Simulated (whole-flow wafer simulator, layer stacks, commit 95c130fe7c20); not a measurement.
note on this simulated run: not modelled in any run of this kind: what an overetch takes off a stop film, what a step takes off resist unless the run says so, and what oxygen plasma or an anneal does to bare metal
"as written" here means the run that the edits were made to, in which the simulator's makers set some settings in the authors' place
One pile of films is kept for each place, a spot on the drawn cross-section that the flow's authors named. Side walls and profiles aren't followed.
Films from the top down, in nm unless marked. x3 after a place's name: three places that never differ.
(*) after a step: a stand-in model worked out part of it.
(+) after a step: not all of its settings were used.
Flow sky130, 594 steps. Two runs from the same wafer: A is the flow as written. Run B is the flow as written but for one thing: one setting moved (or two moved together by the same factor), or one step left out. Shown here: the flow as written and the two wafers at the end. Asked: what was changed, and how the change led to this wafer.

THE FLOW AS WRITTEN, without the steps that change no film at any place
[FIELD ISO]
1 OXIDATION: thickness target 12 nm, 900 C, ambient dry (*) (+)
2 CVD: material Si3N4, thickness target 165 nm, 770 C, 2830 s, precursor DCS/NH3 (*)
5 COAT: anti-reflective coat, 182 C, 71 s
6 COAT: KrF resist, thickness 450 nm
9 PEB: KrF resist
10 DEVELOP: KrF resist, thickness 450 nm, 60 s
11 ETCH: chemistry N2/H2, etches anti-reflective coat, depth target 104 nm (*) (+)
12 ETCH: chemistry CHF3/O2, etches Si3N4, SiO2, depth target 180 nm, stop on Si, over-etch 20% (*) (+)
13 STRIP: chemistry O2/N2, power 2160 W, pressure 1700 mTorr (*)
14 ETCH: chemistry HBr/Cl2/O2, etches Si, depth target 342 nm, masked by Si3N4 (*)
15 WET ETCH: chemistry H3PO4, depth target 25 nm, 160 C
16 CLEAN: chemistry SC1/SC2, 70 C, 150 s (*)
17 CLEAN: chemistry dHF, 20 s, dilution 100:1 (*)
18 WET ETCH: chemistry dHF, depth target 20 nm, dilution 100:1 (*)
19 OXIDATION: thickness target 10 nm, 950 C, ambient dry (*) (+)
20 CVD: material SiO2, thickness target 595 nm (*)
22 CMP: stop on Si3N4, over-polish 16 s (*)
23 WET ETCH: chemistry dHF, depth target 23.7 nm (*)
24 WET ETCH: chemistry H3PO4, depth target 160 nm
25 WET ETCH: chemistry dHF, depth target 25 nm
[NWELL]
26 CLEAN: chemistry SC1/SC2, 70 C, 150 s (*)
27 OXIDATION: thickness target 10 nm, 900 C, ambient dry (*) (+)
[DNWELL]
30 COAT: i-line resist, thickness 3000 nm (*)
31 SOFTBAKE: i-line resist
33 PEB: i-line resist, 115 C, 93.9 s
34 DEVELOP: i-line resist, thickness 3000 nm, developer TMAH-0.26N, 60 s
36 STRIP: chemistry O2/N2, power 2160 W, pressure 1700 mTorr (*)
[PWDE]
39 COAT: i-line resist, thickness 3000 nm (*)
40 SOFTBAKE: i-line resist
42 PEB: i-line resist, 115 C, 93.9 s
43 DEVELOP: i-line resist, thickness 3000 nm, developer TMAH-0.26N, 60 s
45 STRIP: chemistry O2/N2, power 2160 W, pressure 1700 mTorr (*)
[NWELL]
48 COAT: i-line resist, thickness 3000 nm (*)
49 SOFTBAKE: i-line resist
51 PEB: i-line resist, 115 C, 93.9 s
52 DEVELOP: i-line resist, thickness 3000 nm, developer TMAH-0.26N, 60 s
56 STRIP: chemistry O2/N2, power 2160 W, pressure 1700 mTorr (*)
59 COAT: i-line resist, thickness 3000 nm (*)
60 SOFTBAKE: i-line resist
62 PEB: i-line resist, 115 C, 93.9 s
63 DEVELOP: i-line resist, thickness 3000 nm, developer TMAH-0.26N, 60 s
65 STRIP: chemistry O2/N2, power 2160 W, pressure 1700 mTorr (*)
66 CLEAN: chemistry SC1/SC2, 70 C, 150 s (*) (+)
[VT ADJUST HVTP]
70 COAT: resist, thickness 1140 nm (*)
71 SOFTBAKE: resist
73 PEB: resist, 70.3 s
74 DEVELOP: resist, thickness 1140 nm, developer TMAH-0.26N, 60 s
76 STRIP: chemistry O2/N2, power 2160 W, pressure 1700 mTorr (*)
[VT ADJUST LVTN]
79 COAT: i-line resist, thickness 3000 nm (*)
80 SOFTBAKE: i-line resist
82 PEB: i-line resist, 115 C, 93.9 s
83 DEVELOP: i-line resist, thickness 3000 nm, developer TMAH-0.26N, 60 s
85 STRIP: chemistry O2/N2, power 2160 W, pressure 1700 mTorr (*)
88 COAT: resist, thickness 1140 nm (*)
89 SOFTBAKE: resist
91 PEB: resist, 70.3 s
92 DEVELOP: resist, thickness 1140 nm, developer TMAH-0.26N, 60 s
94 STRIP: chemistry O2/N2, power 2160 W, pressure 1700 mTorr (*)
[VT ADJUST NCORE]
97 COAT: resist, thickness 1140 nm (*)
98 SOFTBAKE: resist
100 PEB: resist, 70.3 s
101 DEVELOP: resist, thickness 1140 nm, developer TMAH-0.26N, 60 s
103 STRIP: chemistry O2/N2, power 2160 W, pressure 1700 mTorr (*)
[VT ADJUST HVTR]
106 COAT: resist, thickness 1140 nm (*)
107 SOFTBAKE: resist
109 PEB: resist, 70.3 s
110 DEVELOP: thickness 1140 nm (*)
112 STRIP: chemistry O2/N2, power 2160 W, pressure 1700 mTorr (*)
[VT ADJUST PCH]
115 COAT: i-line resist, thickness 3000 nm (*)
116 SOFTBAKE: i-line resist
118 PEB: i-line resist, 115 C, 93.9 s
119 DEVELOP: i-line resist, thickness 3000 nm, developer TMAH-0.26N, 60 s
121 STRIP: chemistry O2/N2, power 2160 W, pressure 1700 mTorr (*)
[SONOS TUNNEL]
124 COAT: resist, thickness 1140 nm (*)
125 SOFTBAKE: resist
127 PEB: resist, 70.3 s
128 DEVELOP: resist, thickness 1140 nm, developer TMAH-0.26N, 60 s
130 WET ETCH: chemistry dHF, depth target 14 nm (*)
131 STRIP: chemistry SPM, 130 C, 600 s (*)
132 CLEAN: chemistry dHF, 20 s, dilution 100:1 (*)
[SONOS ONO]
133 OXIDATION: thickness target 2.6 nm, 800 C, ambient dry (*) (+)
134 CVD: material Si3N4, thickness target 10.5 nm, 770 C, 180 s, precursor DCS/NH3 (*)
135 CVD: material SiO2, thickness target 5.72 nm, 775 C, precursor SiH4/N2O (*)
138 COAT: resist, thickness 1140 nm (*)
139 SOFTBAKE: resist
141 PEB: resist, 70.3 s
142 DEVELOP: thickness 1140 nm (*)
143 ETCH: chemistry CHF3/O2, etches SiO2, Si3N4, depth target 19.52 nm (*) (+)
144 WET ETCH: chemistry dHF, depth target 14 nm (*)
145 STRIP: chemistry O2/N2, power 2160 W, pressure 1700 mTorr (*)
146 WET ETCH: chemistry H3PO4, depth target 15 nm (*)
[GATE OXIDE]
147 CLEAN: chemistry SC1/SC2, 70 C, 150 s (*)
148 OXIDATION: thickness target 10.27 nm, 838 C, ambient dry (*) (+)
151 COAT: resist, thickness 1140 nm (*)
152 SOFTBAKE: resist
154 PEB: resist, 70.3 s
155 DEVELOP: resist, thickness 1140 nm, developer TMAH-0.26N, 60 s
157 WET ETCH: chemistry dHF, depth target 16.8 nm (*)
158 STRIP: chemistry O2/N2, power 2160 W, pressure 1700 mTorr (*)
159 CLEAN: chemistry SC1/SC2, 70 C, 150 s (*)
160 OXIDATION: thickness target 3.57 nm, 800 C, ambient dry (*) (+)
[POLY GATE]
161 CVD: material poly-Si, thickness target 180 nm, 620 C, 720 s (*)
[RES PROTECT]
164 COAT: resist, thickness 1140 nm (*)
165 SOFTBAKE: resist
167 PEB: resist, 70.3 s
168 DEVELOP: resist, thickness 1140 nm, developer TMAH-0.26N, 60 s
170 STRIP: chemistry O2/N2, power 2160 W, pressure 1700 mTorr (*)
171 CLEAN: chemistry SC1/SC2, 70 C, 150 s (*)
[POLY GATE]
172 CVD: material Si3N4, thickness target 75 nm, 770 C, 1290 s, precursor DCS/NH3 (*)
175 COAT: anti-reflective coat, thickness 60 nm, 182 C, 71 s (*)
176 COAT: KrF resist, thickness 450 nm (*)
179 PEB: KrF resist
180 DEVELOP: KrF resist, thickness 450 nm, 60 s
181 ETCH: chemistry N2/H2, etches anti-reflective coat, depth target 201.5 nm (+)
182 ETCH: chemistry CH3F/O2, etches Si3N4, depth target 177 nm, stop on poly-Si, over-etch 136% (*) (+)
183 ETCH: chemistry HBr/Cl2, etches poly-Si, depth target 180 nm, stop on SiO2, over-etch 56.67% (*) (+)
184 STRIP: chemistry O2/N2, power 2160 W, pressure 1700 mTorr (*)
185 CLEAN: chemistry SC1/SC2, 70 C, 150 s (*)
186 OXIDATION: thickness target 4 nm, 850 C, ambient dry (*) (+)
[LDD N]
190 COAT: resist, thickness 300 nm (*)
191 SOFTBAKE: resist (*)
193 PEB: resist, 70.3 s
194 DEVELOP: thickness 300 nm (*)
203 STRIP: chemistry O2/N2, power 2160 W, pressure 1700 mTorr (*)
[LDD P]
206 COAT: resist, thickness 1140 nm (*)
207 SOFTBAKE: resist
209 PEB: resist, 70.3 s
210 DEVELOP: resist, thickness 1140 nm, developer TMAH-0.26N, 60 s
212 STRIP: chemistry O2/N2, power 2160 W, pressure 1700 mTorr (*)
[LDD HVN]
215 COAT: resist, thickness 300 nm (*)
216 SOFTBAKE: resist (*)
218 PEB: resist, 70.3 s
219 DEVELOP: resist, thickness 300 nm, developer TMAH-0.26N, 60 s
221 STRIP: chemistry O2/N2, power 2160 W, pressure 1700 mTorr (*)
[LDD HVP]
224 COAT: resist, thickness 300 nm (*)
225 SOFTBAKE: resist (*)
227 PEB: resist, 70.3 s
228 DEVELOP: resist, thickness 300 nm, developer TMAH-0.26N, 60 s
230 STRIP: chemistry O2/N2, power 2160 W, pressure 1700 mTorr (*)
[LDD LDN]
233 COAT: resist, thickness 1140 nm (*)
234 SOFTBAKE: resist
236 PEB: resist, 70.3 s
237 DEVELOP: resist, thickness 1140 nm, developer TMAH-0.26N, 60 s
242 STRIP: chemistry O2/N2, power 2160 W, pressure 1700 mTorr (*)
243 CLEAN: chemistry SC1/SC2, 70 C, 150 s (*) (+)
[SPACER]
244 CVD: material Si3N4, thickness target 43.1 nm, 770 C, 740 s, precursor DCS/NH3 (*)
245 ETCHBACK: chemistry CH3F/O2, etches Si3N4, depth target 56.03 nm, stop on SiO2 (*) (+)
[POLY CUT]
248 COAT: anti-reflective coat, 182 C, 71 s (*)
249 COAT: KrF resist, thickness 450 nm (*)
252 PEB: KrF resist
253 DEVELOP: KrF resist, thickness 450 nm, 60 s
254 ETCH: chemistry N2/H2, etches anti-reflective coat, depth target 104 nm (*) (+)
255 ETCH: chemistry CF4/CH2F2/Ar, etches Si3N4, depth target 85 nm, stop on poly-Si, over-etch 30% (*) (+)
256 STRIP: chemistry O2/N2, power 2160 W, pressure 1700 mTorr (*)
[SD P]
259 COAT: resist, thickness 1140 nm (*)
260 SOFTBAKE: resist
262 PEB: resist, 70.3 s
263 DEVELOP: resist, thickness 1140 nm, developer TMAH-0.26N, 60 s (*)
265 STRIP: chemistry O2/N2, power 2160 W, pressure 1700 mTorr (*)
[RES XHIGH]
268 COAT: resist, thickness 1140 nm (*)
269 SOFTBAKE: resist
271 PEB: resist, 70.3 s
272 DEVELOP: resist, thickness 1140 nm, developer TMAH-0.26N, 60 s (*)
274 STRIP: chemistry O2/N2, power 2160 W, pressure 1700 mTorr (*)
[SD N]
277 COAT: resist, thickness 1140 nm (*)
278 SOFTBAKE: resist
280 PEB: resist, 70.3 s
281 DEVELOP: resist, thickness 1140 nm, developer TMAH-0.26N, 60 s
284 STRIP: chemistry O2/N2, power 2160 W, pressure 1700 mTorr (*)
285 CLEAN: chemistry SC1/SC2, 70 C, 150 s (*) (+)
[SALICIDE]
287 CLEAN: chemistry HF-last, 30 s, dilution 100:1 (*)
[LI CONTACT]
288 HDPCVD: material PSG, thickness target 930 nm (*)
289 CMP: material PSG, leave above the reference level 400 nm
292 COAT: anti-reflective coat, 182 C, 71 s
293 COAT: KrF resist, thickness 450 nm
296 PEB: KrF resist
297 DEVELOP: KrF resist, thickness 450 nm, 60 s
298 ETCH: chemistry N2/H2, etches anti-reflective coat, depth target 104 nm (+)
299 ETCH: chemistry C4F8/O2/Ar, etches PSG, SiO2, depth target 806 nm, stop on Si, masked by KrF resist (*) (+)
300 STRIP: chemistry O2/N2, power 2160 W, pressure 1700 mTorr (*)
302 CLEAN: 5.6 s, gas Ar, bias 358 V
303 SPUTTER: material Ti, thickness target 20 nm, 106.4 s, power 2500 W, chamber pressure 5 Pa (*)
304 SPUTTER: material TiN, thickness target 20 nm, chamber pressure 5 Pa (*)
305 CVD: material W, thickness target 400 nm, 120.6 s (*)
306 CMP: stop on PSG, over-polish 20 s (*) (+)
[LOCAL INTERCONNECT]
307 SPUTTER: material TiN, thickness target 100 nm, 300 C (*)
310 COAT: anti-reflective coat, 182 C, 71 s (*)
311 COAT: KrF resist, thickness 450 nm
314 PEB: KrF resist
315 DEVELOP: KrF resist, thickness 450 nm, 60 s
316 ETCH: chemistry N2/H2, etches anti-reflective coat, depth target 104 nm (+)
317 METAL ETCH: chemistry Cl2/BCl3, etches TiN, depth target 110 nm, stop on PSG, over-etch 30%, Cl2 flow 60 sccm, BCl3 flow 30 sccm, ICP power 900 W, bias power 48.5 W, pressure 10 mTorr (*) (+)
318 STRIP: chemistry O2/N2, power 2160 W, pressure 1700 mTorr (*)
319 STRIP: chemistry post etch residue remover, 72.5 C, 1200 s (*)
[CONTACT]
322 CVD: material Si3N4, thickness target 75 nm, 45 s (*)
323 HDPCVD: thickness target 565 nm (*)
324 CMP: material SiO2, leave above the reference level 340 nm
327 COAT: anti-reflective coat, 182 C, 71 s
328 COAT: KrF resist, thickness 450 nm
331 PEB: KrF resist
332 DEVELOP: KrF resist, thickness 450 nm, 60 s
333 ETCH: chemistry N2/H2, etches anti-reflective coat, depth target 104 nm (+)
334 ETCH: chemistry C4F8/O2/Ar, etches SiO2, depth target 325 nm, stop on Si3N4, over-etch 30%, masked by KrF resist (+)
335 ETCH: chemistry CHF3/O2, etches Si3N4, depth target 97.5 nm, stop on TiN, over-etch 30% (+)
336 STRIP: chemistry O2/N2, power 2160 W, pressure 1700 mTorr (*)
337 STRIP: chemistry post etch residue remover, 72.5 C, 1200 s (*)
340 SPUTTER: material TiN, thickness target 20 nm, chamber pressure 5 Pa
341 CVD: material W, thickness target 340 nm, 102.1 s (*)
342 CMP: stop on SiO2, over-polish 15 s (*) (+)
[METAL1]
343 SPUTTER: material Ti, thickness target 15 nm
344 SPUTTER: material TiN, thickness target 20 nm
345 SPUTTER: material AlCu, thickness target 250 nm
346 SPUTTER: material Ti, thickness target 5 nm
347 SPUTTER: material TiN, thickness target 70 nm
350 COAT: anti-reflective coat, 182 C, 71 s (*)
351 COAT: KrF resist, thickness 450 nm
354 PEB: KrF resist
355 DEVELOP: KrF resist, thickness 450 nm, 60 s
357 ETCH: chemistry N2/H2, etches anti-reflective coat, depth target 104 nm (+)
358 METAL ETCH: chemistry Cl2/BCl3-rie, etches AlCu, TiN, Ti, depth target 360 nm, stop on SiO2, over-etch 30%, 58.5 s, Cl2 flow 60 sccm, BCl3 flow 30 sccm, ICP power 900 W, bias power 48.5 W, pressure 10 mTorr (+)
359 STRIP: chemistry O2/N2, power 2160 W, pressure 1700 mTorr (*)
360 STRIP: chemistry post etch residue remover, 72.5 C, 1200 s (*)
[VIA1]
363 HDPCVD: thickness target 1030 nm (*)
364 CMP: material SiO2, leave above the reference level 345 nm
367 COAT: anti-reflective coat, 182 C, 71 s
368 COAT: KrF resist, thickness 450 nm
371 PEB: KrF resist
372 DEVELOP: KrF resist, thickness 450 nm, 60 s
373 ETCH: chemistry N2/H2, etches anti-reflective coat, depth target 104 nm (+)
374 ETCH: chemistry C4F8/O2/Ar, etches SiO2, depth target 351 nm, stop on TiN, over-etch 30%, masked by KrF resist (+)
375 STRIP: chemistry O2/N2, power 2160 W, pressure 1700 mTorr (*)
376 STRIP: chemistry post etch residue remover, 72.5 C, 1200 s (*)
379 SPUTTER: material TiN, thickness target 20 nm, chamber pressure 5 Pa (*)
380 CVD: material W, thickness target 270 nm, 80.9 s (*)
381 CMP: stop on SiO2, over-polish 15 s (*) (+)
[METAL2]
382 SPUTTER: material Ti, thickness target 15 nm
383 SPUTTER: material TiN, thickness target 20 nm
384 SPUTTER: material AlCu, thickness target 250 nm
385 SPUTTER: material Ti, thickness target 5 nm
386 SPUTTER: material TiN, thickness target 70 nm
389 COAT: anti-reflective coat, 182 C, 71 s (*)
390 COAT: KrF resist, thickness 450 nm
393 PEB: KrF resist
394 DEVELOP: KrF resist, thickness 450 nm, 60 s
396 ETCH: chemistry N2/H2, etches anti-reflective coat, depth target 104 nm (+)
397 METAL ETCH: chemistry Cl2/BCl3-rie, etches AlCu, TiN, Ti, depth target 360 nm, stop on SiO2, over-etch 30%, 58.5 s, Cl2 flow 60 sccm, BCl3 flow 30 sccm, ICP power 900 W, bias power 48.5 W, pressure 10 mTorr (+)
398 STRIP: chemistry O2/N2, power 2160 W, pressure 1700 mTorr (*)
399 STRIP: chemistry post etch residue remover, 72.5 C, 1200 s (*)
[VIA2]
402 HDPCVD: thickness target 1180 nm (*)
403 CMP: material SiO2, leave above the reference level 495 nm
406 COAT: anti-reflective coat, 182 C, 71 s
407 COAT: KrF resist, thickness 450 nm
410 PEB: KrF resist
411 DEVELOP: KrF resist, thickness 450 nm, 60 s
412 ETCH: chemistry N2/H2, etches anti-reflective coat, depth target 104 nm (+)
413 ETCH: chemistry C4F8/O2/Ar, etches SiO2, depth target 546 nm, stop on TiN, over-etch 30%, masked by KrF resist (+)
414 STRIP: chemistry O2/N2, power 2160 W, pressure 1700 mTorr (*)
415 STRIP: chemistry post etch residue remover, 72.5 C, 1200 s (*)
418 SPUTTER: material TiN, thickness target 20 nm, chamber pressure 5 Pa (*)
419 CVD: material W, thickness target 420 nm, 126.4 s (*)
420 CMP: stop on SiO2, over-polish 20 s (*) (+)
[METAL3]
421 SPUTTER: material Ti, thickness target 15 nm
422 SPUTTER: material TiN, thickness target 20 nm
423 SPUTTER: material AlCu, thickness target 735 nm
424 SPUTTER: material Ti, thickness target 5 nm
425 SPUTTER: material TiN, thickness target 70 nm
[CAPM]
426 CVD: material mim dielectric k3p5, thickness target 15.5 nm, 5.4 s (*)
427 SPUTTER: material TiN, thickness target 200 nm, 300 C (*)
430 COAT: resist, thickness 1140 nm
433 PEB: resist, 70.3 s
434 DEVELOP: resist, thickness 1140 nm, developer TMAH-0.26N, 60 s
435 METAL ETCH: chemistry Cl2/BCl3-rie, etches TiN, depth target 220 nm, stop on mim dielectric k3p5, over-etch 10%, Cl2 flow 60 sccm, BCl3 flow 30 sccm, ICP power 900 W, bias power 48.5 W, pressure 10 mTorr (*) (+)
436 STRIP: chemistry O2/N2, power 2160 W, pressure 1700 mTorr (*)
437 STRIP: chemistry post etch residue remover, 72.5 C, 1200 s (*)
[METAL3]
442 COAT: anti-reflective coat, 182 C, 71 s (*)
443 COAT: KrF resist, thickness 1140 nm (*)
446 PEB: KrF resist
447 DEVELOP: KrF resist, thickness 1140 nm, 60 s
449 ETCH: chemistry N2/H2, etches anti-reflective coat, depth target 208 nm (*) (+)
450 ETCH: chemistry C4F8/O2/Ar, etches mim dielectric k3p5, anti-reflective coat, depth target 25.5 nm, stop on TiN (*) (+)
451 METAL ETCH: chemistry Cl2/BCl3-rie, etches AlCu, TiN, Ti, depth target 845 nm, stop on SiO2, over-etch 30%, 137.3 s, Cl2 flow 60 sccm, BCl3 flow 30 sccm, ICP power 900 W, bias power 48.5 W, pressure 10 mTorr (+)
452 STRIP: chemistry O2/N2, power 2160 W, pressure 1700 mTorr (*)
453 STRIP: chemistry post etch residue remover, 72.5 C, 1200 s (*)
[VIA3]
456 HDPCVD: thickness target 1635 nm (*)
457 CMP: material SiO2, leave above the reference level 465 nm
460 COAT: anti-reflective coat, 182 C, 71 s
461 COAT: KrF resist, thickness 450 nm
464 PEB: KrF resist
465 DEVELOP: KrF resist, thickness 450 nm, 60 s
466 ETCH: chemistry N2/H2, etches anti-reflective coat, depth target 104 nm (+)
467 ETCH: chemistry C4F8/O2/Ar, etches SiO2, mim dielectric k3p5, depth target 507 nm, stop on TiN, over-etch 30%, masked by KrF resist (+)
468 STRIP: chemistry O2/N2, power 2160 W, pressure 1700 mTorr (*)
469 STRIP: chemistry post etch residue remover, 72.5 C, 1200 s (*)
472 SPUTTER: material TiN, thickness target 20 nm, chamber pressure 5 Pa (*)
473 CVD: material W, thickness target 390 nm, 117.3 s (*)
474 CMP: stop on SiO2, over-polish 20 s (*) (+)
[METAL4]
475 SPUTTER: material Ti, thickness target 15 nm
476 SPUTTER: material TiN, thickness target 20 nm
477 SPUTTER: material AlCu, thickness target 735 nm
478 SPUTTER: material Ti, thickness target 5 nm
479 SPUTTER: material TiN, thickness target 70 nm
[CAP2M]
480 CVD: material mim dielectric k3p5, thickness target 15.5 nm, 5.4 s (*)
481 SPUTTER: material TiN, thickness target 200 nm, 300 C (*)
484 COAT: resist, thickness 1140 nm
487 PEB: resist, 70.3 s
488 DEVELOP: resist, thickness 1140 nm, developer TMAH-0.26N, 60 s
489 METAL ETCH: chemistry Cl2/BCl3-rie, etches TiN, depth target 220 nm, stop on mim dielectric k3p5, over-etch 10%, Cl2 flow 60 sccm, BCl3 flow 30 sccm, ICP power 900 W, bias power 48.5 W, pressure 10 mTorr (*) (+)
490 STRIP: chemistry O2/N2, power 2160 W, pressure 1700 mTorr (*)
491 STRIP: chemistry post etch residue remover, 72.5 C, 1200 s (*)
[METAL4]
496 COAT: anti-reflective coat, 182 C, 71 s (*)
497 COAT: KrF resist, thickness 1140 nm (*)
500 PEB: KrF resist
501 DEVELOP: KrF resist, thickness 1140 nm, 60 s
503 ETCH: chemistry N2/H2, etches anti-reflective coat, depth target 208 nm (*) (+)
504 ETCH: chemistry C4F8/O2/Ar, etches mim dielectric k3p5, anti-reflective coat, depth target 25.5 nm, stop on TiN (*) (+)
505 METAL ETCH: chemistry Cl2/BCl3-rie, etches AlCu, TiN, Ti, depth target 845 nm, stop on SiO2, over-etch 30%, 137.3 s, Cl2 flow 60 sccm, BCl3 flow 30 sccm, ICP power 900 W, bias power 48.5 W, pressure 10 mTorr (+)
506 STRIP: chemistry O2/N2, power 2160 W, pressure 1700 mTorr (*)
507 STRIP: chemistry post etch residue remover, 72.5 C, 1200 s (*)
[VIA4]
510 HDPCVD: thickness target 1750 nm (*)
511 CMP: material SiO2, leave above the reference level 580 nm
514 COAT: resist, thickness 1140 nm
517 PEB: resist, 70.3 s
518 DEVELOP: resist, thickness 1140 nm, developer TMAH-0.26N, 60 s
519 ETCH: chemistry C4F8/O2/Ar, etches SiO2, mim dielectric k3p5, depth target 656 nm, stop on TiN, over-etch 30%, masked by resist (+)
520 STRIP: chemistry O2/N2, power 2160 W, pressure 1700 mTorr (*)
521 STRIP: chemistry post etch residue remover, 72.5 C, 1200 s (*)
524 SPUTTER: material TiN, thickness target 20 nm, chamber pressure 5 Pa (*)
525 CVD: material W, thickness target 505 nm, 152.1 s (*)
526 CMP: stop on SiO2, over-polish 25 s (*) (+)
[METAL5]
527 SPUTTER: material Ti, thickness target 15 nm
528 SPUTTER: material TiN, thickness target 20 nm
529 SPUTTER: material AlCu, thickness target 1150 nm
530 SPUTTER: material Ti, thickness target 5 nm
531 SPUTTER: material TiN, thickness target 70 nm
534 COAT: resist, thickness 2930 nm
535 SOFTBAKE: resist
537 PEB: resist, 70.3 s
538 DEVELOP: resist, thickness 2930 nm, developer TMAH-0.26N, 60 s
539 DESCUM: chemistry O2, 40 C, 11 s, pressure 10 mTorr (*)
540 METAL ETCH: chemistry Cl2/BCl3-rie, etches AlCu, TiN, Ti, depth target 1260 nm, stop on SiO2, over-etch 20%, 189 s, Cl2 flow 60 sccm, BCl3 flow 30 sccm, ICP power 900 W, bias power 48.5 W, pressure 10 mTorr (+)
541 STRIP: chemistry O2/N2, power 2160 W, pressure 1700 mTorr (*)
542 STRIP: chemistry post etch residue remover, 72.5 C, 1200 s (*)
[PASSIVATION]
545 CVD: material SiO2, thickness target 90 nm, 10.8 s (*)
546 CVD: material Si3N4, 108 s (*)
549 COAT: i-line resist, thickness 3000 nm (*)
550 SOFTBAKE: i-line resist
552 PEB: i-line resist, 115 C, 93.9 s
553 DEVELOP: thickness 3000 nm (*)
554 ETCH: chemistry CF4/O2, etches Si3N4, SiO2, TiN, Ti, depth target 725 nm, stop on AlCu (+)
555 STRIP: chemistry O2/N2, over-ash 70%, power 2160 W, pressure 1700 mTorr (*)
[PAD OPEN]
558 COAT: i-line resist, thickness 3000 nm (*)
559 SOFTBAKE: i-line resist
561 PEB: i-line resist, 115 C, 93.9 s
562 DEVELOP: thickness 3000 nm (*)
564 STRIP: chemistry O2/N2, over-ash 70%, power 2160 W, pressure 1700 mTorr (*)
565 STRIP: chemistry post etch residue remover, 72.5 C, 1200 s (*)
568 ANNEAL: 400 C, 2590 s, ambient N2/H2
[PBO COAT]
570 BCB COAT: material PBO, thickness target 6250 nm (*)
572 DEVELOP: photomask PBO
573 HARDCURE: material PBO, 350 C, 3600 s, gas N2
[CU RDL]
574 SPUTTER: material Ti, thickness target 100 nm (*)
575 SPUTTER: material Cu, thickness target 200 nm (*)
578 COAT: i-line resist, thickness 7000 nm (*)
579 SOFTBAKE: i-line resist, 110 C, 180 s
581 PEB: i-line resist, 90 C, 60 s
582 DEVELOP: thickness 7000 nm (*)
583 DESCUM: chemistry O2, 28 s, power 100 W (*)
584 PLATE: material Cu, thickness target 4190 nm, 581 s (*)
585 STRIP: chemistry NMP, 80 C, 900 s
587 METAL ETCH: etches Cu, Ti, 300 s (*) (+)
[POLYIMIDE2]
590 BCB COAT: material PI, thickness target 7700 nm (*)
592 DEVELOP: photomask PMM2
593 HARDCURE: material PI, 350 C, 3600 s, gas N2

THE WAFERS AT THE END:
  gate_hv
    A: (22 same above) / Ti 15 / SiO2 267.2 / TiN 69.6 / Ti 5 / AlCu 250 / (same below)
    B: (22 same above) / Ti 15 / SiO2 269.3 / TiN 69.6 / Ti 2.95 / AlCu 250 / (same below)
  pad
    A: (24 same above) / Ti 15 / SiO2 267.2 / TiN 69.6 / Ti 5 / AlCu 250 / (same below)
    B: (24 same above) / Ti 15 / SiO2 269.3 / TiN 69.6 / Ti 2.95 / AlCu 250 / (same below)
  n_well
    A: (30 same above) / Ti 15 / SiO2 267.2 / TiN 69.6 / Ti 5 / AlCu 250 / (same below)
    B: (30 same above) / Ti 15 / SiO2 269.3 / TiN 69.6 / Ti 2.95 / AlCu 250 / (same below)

The cause: step 346, SPUTTER: thickness target 2.95 nm was run, where the flow has thickness target 5 nm.
It can be read off the wafer: gate_hv has Ti 2.95, and step 346 as written asks for 5 nm.

How the change led to this, step by step:
  346 SPUTTER: material Ti, thickness target 5 nm
      field, active, n_well and 188 more: A Ti +5 (new film) | B Ti +2.95 (new film)
  358 METAL ETCH: chemistry Cl2/BCl3-rie, etches AlCu, TiN, Ti, depth target 360 nm, stop on SiO2, over-etch 30%, 58.5 s, Cl2 flow 60 sccm, BCl3 flow 30 sccm, ICP power 900 W, bias power 48.5 W, pressure 10 mTorr (+)
      field, active, gate and 81 more: A TiN -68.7 (all of it), Ti -5 (all of it), AlCu -250 (all of it), TiN -20 (all of it), Ti -15 (all of it), SiO2 -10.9 | B TiN -68.7 (all of it), Ti -2.95 (all of it), AlCu -250 (all of it), TiN -20 (all of it), Ti -15 (all of it), SiO2 -11.1
